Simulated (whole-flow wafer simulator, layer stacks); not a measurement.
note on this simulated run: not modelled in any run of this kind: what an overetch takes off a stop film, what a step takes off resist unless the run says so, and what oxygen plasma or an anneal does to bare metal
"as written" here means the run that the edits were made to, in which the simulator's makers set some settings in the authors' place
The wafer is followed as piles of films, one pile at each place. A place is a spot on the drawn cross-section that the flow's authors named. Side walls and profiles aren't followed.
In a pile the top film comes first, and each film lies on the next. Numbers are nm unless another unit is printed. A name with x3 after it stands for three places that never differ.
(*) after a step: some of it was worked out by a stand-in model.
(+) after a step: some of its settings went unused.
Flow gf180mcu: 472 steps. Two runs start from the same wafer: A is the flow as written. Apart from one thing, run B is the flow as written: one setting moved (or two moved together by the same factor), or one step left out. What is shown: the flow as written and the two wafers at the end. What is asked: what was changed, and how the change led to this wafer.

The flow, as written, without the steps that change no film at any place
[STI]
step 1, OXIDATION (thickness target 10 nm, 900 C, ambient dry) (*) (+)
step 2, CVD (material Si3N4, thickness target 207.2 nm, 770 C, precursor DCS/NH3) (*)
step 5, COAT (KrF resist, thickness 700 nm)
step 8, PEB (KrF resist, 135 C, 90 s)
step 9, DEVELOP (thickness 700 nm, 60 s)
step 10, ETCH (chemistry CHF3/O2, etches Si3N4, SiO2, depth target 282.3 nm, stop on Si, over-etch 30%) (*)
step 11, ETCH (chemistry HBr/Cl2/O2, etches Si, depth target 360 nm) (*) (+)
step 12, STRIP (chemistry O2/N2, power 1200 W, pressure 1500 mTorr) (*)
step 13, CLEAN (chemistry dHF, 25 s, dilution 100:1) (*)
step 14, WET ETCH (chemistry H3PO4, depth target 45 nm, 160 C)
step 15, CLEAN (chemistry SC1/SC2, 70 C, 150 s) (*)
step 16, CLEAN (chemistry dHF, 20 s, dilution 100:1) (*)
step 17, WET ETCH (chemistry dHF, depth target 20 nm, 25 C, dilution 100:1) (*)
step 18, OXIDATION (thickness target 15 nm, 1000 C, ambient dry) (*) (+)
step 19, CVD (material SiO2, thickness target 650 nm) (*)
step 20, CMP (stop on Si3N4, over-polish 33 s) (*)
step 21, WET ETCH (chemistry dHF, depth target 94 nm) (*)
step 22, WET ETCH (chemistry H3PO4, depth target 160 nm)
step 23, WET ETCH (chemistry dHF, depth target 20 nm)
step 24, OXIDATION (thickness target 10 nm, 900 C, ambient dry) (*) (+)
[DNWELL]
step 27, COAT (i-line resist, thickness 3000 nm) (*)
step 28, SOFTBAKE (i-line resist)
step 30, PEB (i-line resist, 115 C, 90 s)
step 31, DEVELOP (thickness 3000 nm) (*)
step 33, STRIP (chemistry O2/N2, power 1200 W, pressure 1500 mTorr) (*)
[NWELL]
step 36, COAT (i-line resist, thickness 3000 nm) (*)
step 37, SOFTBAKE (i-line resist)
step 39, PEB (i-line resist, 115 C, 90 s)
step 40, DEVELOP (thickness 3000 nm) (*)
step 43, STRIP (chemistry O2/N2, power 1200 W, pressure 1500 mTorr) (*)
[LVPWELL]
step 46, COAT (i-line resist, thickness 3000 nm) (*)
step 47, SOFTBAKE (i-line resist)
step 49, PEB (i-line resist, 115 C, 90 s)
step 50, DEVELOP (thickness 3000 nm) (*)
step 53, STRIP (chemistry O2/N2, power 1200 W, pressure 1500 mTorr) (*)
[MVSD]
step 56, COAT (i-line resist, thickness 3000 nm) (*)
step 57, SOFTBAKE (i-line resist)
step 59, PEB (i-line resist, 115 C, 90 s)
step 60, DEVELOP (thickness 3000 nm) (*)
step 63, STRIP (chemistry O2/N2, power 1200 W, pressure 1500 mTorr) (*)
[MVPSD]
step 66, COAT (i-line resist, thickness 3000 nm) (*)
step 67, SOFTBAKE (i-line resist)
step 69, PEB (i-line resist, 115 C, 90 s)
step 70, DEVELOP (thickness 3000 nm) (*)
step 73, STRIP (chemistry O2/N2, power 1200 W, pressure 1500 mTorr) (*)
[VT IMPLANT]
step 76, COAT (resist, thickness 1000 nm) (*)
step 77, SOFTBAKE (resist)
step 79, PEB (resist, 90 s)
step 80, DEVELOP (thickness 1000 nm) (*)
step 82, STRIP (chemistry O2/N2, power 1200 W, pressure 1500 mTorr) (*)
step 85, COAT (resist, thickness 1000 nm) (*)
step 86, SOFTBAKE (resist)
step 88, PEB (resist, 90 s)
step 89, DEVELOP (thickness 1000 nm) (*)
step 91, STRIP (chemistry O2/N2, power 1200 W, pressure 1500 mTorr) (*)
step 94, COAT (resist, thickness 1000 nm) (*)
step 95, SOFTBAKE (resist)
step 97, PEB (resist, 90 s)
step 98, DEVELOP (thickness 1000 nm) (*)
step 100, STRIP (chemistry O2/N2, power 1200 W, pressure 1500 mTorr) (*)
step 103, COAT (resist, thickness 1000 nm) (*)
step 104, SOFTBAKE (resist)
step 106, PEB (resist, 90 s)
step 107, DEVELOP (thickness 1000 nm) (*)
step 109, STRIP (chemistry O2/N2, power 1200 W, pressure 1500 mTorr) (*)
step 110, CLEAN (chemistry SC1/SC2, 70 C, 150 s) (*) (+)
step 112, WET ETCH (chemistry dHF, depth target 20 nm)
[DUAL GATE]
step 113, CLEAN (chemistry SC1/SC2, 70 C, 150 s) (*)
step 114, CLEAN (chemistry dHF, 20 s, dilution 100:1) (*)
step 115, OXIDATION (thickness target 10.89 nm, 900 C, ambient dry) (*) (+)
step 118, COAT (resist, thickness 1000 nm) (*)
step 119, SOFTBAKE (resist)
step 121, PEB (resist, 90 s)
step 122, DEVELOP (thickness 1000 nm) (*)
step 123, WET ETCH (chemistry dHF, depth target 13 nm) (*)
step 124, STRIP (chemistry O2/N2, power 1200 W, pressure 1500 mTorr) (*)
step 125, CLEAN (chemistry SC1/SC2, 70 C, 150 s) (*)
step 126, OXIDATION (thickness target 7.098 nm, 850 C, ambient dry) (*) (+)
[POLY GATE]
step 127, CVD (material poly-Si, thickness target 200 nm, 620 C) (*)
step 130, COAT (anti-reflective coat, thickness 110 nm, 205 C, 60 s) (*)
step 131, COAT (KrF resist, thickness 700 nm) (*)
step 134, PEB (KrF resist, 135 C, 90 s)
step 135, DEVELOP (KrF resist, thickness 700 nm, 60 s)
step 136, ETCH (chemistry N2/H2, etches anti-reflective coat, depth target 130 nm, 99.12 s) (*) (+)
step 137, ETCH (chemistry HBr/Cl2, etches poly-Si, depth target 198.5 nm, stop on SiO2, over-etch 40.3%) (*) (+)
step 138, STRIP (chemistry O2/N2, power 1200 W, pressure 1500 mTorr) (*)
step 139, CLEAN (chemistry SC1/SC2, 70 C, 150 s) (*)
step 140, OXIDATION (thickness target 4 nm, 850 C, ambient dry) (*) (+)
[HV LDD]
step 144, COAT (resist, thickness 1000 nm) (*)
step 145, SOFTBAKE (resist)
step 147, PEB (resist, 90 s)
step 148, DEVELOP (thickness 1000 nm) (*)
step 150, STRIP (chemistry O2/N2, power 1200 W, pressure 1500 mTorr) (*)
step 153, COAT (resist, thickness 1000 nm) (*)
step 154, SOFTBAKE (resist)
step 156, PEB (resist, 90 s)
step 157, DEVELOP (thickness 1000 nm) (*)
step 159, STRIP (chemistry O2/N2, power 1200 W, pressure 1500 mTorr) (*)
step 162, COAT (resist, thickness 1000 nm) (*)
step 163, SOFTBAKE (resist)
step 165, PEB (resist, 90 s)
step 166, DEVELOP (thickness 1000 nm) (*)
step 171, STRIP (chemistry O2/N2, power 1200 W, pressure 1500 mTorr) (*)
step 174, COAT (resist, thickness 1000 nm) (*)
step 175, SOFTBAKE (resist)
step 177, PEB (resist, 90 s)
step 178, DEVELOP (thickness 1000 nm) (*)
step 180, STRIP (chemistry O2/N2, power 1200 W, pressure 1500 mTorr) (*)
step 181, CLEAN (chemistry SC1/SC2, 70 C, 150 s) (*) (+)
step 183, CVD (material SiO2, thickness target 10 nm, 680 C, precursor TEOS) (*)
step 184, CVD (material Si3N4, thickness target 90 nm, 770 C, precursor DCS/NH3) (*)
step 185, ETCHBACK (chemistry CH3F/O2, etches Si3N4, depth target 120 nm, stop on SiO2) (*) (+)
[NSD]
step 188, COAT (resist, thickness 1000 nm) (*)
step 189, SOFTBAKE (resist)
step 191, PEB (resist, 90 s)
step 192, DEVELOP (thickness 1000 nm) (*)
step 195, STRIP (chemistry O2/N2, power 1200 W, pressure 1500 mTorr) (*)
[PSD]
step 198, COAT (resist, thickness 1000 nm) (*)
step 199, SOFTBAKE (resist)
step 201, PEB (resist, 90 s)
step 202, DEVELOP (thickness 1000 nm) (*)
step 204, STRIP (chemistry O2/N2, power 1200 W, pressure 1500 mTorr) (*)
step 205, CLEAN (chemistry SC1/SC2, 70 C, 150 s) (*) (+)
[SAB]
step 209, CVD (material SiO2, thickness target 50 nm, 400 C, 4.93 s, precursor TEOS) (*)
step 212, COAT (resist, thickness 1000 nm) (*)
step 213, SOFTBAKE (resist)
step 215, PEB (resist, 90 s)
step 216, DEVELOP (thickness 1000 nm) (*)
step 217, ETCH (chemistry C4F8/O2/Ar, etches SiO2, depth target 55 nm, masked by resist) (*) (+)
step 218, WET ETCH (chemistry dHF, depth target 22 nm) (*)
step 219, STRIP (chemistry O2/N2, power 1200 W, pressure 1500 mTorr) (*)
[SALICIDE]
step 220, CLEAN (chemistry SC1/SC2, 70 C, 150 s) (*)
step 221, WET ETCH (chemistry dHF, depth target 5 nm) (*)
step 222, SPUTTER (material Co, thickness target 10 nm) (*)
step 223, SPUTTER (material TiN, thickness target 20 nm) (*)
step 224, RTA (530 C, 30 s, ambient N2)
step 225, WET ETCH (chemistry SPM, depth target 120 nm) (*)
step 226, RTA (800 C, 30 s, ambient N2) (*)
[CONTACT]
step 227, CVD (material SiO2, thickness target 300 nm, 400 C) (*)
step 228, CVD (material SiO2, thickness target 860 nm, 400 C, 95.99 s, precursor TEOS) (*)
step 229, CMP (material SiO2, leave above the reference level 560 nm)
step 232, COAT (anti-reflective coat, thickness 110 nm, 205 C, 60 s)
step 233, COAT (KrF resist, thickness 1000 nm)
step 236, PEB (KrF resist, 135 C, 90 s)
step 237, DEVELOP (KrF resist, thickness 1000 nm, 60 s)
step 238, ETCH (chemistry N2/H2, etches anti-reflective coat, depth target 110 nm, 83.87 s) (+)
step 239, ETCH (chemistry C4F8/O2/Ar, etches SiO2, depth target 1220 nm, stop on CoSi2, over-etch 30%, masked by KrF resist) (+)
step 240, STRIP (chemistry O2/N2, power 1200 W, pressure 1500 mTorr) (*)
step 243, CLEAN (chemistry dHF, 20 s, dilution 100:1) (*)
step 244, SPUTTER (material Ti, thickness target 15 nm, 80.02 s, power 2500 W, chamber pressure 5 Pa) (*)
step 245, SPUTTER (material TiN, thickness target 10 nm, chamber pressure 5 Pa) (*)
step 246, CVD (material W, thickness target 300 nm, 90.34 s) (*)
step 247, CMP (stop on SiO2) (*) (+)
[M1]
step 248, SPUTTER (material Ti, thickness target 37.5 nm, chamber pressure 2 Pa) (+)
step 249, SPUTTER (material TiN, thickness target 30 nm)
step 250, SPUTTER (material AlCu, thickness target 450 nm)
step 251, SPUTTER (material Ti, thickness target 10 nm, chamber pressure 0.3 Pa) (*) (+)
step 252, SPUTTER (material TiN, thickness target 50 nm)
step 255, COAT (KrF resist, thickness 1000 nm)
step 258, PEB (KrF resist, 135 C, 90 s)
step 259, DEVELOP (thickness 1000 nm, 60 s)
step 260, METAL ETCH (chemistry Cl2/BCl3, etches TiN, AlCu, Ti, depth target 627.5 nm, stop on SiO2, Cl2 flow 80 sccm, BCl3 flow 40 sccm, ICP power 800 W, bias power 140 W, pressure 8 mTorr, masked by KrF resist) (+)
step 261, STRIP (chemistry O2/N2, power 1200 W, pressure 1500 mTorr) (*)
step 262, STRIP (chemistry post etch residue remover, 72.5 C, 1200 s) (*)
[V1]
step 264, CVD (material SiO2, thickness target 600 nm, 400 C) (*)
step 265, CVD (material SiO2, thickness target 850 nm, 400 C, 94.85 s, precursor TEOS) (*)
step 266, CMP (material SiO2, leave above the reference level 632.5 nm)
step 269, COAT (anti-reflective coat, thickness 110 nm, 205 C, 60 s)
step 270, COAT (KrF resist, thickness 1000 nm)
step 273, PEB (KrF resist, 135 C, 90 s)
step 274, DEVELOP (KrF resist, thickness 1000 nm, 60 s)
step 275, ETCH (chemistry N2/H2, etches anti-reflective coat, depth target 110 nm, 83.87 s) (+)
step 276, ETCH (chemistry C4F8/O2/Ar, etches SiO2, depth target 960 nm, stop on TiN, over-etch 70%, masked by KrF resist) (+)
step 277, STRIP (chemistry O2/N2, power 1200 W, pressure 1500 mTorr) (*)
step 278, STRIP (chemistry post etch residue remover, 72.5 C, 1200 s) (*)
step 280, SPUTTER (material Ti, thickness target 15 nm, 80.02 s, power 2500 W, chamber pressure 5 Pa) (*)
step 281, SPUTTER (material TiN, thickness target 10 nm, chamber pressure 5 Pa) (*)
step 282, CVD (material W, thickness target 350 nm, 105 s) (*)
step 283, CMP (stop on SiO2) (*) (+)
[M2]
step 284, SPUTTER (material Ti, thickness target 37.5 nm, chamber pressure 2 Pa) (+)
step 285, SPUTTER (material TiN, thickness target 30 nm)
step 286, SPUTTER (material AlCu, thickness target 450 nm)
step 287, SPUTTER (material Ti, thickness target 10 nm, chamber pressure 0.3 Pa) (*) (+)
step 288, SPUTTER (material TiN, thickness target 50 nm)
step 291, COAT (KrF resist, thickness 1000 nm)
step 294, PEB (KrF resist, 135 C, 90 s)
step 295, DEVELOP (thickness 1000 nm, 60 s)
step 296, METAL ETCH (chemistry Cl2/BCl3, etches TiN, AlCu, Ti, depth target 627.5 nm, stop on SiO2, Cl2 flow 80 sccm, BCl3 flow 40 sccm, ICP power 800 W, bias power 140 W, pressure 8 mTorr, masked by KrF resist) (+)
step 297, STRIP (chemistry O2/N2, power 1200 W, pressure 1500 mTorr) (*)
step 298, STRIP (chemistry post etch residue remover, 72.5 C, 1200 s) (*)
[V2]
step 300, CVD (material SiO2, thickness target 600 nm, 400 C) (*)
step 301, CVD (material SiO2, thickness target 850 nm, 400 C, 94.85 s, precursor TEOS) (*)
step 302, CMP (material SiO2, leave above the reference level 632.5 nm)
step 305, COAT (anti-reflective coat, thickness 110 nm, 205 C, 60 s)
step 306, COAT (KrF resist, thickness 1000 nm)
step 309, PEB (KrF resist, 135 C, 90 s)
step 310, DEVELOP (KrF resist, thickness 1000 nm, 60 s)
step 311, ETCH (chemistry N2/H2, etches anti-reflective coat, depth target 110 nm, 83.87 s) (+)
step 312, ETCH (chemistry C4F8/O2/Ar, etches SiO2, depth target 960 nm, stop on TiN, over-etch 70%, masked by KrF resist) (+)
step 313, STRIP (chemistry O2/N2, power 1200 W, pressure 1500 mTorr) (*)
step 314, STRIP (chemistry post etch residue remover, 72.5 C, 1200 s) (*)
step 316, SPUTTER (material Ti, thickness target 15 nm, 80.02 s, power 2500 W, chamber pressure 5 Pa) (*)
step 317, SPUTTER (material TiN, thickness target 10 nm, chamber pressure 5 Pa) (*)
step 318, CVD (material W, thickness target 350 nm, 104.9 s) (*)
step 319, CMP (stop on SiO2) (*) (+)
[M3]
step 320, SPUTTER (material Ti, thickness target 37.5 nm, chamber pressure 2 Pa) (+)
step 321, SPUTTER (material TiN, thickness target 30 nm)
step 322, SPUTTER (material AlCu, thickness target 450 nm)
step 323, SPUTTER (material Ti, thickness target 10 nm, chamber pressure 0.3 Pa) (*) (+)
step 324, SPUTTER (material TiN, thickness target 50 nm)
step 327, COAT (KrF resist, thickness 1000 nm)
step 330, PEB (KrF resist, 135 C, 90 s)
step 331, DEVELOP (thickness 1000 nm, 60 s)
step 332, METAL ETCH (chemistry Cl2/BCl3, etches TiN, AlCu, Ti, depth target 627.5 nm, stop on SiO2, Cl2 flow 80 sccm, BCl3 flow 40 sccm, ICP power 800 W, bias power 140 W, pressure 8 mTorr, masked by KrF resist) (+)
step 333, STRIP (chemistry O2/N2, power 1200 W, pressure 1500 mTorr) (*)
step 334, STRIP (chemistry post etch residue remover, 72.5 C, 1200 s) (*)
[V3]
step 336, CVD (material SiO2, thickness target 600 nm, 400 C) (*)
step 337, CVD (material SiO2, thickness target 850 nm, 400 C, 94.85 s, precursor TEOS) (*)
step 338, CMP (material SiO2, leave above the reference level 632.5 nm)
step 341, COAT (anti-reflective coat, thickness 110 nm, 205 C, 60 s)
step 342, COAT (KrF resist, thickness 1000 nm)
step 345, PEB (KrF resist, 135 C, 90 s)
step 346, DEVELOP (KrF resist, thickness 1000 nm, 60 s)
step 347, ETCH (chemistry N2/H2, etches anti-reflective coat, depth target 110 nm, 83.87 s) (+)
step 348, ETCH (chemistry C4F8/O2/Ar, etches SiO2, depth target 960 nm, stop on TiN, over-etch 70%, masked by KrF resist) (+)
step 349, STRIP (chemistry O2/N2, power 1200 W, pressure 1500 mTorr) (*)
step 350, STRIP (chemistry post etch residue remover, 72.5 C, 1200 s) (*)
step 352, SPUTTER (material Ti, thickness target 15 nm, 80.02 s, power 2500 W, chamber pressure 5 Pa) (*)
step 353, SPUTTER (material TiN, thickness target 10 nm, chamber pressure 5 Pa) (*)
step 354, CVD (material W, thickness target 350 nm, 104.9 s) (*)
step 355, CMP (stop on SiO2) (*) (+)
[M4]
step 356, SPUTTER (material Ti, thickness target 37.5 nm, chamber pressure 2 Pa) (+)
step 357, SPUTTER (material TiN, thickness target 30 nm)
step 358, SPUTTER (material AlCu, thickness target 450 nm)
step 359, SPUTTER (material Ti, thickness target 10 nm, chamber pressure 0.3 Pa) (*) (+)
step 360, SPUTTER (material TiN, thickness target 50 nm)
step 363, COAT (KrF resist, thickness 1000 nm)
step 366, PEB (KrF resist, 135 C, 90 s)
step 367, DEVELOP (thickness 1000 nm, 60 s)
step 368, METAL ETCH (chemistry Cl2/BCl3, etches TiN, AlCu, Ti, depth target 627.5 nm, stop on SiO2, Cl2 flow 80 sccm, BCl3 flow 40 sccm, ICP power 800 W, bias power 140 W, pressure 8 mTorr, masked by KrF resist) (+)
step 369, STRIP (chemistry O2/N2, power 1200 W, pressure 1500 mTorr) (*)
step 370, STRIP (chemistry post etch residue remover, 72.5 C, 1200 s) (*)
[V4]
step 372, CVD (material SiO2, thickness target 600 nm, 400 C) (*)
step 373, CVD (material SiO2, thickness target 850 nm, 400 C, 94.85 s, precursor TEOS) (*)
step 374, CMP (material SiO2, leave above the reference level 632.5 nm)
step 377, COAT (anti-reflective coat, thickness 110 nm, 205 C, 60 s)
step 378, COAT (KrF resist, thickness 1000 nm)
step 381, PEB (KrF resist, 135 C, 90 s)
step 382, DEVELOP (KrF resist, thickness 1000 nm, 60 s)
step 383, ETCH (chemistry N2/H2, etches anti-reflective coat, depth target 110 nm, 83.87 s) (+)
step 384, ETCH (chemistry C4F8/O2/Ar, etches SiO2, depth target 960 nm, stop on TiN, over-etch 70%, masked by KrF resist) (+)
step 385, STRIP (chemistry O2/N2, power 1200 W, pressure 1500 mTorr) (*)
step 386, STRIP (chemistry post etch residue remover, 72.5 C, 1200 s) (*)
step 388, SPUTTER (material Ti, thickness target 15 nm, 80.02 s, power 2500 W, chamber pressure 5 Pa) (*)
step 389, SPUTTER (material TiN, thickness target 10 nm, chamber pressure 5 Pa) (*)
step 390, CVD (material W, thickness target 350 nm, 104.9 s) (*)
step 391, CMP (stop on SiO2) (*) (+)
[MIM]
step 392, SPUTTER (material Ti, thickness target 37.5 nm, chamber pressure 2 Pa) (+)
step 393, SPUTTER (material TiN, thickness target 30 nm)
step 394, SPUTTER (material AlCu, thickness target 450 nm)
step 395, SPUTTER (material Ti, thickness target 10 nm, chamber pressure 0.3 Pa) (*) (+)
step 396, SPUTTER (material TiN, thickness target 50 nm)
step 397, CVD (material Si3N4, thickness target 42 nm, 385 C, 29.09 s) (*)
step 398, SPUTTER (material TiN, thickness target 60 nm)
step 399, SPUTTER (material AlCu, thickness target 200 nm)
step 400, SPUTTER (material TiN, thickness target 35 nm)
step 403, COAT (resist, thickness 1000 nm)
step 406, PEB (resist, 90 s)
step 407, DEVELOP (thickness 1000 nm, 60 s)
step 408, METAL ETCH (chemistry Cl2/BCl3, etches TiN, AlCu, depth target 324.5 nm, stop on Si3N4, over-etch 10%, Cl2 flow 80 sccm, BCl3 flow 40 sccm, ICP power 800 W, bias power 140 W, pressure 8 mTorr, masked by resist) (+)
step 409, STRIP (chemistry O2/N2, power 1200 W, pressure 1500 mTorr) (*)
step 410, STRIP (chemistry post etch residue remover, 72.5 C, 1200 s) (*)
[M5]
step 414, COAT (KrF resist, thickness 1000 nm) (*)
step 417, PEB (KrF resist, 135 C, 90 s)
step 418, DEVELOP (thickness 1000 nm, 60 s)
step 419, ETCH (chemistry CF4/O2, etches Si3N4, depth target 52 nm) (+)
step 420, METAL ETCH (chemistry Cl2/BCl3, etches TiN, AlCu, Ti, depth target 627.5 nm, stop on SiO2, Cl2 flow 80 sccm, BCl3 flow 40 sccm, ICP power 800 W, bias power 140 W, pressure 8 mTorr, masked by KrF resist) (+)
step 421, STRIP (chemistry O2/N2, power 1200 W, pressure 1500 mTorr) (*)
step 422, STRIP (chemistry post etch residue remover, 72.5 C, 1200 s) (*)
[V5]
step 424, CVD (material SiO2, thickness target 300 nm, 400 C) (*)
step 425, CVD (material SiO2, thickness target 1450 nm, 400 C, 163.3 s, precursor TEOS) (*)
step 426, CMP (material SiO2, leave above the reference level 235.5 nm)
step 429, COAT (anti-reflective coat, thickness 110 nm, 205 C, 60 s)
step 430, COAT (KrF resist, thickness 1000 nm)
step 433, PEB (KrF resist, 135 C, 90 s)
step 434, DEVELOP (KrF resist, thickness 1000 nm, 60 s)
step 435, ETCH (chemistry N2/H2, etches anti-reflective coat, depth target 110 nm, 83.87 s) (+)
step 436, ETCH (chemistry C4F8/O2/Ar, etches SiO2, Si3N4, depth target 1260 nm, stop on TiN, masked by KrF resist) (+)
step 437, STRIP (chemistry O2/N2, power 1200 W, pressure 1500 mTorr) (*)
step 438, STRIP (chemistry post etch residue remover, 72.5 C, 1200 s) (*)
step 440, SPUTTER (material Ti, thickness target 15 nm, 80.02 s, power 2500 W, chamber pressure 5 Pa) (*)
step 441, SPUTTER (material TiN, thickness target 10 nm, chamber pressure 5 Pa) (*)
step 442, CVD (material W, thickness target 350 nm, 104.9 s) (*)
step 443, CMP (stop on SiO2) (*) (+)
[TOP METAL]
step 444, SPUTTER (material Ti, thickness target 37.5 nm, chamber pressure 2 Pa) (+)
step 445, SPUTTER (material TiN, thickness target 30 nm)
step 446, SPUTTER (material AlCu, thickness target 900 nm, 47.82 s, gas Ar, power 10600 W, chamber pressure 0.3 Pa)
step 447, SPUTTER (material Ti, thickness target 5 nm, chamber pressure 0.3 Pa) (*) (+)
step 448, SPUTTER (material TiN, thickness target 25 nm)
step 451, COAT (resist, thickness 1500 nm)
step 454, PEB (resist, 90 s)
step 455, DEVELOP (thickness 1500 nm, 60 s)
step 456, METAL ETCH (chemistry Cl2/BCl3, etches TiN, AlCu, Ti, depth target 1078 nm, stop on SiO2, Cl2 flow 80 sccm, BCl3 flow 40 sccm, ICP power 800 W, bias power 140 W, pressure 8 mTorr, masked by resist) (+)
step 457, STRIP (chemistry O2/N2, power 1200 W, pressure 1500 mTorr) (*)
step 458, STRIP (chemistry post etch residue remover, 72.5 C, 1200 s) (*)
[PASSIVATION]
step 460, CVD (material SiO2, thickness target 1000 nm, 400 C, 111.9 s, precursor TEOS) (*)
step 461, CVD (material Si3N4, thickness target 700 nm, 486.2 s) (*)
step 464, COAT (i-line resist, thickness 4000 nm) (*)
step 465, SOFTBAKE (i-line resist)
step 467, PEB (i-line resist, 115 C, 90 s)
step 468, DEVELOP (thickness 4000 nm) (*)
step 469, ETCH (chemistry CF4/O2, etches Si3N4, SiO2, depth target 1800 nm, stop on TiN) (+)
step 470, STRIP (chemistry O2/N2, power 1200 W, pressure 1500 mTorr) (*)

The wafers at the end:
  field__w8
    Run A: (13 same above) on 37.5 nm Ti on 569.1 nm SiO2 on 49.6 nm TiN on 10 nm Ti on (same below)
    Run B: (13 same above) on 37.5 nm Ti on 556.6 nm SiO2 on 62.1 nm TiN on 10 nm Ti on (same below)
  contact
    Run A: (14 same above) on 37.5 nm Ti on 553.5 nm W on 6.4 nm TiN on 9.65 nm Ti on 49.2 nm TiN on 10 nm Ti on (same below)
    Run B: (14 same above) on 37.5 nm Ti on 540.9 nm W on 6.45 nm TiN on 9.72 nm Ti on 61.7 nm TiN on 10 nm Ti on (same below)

Cause: step 360, SPUTTER: thickness target 62.5 nm was run, though the flow has thickness target 50 nm.

How this came from the change, step by step:
  step 360, SPUTTER (material TiN, thickness target 50 nm)
      field, field__w1, field__w2 and 108 more: A TiN gains 50 (new film) | B TiN gains 62.5 (new film)
  step 368, METAL ETCH (chemistry Cl2/BCl3, etches TiN, AlCu, Ti, depth target 627.5 nm, stop on SiO2, Cl2 flow 80 sccm, BCl3 flow 40 sccm, ICP power 800 W, bias power 140 W, pressure 8 mTorr, masked by KrF resist) (+)
      field, field__w1, field__w2 and 103 more: A TiN loses 50 (all of it), Ti loses 10 (all of it), AlCu loses 450 (all of it), TiN loses 30 (all of it), Ti loses 37.5 (all of it) | B TiN loses 62.5 (all of it), Ti loses 10 (all of it), AlCu loses 450 (all of it), TiN loses 30 (all of it), Ti loses 37.5 (all of it)
  step 384, ETCH (chemistry C4F8/O2/Ar, etches SiO2, depth target 960 nm, stop on TiN, over-etch 70%, masked by KrF resist) (+)
      contact: A SiO2 loses 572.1 (all of it) | B SiO2 loses 559.6 (all of it)
